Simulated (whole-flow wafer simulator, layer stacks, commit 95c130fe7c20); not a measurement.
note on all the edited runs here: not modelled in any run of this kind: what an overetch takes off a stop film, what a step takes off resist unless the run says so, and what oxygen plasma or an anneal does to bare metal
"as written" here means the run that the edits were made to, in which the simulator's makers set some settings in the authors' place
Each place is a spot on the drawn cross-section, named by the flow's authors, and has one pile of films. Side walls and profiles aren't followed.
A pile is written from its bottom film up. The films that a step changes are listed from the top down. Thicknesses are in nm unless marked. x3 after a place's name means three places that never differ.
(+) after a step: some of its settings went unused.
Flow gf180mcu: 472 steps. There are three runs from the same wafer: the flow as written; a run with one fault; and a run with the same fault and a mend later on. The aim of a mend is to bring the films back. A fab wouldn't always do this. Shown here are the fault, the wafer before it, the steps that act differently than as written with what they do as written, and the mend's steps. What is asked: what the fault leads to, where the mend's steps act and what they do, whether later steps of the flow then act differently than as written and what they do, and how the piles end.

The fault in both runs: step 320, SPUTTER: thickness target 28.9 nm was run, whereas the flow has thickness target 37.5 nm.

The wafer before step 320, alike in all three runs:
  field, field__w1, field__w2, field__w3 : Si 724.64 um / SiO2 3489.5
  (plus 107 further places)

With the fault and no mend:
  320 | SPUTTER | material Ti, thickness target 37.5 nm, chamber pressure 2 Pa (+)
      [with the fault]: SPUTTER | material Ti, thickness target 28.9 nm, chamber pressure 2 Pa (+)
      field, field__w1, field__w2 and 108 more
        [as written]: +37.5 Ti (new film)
        [with the fault]: +28.9 Ti (new film)
  Steps further on in the flow that do not act as written:
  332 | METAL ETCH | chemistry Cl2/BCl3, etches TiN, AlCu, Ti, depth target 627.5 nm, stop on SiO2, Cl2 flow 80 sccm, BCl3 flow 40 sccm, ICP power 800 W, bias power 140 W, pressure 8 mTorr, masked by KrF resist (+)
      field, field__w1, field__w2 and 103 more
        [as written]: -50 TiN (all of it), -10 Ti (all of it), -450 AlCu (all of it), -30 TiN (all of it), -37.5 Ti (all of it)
        [with the fault]: -50 TiN (all of it), -10 Ti (all of it), -450 AlCu (all of it), -30 TiN (all of it), -28.9 Ti (all of it)
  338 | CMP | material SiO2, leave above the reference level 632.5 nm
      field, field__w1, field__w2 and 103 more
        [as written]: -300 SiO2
        [with the fault]: -308.6 SiO2
  At field__w8, contact, m1, m1__w1, m1_nw, the piles at the end differ from the flow's by more than 2% or 0.5 nm, whichever is larger.
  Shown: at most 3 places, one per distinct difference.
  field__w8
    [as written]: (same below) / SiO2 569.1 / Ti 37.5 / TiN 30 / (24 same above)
    [with the fault]: (same below) / SiO2 569.1 / Ti 28.9 / TiN 30 / (24 same above)
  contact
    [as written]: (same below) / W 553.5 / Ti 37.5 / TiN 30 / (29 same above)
    [with the fault]: (same below) / W 553.5 / Ti 28.9 / TiN 30 / (29 same above)

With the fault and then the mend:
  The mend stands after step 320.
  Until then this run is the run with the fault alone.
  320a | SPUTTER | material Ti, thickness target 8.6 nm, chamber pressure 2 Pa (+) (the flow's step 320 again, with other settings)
      field, field__w1, field__w2 and 108 more
        +8.6 Ti
  Every later step of the flow that is run acts as written at every place that is followed.
  By the end, the piles equal the flow's at every place that both follow.
